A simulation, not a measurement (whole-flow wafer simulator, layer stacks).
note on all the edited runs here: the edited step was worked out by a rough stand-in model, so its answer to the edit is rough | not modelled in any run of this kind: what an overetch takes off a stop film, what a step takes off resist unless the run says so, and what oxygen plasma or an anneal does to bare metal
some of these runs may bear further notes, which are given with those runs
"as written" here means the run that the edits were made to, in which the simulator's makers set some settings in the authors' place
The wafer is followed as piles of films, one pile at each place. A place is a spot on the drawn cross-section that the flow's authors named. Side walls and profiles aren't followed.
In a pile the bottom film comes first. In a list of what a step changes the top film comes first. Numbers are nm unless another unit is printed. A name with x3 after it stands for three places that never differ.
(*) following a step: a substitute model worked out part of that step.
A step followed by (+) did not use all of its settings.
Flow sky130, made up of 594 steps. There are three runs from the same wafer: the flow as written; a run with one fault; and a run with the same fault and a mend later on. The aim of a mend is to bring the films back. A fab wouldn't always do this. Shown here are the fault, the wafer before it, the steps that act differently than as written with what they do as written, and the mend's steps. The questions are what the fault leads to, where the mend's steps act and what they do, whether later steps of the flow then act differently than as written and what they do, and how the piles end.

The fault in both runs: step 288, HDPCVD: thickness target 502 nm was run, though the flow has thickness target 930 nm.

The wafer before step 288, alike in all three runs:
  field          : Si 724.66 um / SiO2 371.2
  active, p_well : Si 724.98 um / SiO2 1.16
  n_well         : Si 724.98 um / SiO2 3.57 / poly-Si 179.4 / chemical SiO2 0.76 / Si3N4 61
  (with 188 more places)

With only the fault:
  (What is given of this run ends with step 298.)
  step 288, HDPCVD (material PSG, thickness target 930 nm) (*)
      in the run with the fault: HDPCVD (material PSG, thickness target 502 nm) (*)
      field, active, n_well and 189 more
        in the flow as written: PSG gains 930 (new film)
        in the run with the fault: PSG gains 502 (new film)
  Later steps of the flow acting differently than as written (not shown: 1 more step that differs only slightly, by at most 2% or 0.5 nm, whichever is larger):
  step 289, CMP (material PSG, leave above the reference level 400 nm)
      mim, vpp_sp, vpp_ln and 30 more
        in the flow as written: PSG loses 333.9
        in the run with the fault: nothing
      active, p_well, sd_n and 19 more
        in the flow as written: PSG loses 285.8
        in the run with the fault: nothing
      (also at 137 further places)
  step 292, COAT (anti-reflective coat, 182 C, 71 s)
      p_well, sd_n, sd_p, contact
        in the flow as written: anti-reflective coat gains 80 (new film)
        in the run with the fault: anti-reflective coat gains 126.6 (new film)
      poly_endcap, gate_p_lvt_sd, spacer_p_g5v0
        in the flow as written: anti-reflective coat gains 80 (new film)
        in the run with the fault: anti-reflective coat gains 15.4 (new film)
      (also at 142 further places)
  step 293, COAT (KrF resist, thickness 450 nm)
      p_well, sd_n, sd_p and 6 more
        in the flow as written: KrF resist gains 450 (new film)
        in the run with the fault: KrF resist gains 465.1 (new film)
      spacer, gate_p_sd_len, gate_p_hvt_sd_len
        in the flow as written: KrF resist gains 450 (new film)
        in the run with the fault: KrF resist gains 436.6 (new film)
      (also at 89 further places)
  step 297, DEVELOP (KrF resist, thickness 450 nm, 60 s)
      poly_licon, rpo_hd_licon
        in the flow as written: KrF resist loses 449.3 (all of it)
        in the run with the fault: KrF resist loses 420.5 (all of it)
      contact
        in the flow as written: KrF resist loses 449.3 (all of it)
        in the run with the fault: KrF resist loses 464.5 (all of it)
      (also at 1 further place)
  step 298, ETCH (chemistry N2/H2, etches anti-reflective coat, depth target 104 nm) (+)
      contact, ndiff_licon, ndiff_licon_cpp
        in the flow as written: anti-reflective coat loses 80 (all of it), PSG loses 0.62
        in the run with the fault: anti-reflective coat loses 104
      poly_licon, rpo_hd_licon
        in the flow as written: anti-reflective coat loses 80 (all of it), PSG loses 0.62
        in the run with the fault: anti-reflective coat loses 49.4 (all of it), PSG loses 1.4
  Once step 298 is done, the piles at field, active, n_well and 172 more depart from the flow's by more than 2% or 0.5 nm, whichever is larger.
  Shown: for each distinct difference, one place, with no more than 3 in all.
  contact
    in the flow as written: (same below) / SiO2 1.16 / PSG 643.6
    in the run with the fault: (same below) / SiO2 1.16 / PSG 502 / anti-reflective coat 22.6
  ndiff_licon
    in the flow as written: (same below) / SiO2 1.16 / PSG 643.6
    in the run with the fault: (same below) / SiO2 1.16 / PSG 502 / anti-reflective coat 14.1
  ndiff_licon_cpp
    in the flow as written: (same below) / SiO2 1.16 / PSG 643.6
    in the run with the fault: (same below) / SiO2 1.16 / PSG 502 / anti-reflective coat 50

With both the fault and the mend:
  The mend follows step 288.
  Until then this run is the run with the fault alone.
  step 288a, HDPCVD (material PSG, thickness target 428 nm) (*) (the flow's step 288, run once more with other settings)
      field, active, n_well and 189 more
        PSG gains 428
  Later steps of the flow that are run all act as written at every place that is followed, up to a difference of at most 2% or 0.5 nm, whichever is larger.
  When the end is reached, the piles differ only a little from the flow's at the places that both follow, at most by 2% or 0.5 nm, whichever is larger.
